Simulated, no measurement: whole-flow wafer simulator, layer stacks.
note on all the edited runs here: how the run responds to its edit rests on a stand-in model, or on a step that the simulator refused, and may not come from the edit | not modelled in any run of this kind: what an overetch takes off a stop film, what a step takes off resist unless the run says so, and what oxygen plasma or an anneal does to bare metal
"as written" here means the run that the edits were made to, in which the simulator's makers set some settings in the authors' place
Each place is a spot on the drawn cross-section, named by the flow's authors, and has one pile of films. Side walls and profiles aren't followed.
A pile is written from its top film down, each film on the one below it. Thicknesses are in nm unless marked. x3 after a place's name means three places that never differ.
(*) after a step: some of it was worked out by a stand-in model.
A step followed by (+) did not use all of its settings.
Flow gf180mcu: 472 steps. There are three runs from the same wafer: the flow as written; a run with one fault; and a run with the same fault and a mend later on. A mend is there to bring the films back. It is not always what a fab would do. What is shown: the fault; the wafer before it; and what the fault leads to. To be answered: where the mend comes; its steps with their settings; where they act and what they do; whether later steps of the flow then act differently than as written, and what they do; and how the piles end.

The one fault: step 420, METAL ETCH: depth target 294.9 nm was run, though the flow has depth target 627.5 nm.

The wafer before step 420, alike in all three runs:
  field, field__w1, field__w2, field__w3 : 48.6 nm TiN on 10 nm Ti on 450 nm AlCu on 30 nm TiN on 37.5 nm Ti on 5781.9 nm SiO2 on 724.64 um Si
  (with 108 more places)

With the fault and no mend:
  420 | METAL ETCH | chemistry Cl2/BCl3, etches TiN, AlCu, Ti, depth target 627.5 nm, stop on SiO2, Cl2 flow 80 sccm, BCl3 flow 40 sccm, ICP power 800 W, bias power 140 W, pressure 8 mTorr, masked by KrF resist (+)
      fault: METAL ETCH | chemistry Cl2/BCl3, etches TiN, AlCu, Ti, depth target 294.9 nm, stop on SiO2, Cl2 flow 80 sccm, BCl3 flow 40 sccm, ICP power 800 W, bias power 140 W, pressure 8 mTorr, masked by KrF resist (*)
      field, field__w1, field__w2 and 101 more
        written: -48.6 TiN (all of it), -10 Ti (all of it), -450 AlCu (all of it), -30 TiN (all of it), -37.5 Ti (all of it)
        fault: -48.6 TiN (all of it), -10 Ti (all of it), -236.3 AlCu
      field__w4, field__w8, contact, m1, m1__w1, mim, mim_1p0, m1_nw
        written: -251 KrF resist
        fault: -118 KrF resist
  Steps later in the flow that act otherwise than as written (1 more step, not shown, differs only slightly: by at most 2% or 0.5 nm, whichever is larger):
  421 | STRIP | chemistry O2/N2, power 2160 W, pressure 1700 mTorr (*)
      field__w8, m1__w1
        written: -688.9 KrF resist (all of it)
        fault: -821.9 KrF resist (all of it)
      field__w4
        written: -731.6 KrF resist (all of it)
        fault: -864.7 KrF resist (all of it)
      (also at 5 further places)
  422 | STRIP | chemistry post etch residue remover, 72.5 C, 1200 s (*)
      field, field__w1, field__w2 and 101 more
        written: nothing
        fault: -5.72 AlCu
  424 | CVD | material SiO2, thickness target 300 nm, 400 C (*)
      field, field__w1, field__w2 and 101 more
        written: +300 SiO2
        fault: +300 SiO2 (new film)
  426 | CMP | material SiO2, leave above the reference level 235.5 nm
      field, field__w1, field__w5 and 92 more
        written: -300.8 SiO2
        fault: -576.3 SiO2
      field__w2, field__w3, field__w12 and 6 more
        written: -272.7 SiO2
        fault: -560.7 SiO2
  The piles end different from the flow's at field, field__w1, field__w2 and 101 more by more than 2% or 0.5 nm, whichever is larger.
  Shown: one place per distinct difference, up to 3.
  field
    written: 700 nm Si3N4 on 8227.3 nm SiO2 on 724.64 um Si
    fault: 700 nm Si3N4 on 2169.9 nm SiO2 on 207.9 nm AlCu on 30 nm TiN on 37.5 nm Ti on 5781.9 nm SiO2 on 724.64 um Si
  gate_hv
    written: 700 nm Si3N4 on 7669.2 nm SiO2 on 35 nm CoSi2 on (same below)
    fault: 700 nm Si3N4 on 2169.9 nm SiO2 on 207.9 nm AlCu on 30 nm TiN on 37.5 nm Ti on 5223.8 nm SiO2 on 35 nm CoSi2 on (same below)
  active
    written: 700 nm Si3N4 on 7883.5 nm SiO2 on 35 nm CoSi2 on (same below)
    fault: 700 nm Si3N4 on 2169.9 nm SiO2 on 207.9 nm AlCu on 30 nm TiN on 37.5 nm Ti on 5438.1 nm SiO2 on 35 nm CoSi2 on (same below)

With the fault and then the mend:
  The mend stands after step 420.
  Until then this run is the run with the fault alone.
  420a | METAL ETCH | chemistry Cl2/BCl3, etches TiN, AlCu, Ti, depth target 332.6 nm, stop on SiO2, Cl2 flow 80 sccm, BCl3 flow 40 sccm, ICP power 800 W, bias power 140 W, pressure 8 mTorr, masked by KrF resist (+) (the flow's step 420, run once more with other settings)
      field, field__w1, field__w2 and 101 more
        -213.7 AlCu (all of it), -30 TiN (all of it), -37.5 Ti (all of it)
      field__w4, field__w8, contact, m1, m1__w1, mim, mim_1p0, m1_nw
        -133 KrF resist
  None of the later steps of the flow acts differently than as written at any place that is followed.
  By the end, the piles equal the flow's at every place that both follow.
